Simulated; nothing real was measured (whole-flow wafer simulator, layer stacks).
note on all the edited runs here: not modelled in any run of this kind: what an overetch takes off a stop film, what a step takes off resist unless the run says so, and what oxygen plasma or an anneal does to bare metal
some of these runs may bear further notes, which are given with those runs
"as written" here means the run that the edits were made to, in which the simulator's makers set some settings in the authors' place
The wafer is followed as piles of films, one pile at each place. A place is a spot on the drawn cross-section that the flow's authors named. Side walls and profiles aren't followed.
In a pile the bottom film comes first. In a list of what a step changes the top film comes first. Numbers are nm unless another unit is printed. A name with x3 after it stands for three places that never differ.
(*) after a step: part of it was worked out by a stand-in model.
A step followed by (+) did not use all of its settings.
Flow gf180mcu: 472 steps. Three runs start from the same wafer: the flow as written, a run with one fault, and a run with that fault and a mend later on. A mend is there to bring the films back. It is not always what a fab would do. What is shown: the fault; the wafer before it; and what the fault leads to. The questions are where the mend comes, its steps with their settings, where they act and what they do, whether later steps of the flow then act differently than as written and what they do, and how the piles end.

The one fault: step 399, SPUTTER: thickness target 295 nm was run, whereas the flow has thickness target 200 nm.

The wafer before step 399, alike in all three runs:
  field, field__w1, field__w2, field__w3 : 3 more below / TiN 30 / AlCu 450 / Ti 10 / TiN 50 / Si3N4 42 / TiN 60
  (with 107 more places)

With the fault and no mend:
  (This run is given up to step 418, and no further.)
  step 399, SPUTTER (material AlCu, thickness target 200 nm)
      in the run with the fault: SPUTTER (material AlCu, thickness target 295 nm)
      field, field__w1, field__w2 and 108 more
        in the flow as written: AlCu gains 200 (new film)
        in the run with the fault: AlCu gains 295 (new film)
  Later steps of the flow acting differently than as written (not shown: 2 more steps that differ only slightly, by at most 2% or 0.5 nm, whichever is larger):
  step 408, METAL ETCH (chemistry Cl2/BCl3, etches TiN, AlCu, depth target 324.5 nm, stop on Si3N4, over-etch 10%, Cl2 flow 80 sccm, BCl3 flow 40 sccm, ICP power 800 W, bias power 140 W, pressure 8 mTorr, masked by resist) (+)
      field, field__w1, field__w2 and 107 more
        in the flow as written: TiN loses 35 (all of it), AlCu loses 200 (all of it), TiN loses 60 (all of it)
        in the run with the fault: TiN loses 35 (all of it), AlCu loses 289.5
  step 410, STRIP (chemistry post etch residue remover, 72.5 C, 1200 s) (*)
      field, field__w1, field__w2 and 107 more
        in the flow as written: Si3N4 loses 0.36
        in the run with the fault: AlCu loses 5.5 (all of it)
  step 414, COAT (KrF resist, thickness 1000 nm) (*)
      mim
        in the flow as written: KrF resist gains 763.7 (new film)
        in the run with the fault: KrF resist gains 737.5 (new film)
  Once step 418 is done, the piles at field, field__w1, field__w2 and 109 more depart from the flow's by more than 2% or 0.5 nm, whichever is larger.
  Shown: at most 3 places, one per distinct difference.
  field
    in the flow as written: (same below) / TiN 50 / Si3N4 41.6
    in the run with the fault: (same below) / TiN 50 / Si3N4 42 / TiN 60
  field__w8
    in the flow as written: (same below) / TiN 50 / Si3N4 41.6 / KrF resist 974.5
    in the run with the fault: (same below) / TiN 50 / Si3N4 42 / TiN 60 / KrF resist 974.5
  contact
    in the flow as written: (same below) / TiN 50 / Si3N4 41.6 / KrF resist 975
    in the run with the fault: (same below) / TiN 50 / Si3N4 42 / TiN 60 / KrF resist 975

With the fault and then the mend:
  The mend follows step 399.
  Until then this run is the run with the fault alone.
  step 399a, METAL ETCH (chemistry Cl2/BCl3, etches TiN, AlCu, Ti, depth target 95 nm, Cl2 flow 80 sccm, BCl3 flow 40 sccm, ICP power 800 W, bias power 140 W, pressure 8 mTorr) (the flow's step 260 again, with other settings)
      field, field__w1, field__w2 and 108 more
        AlCu loses 95
  Later steps of the flow that are run all act as written at every place that is followed.
  The piles end the same as the flow's at every place that both follow.
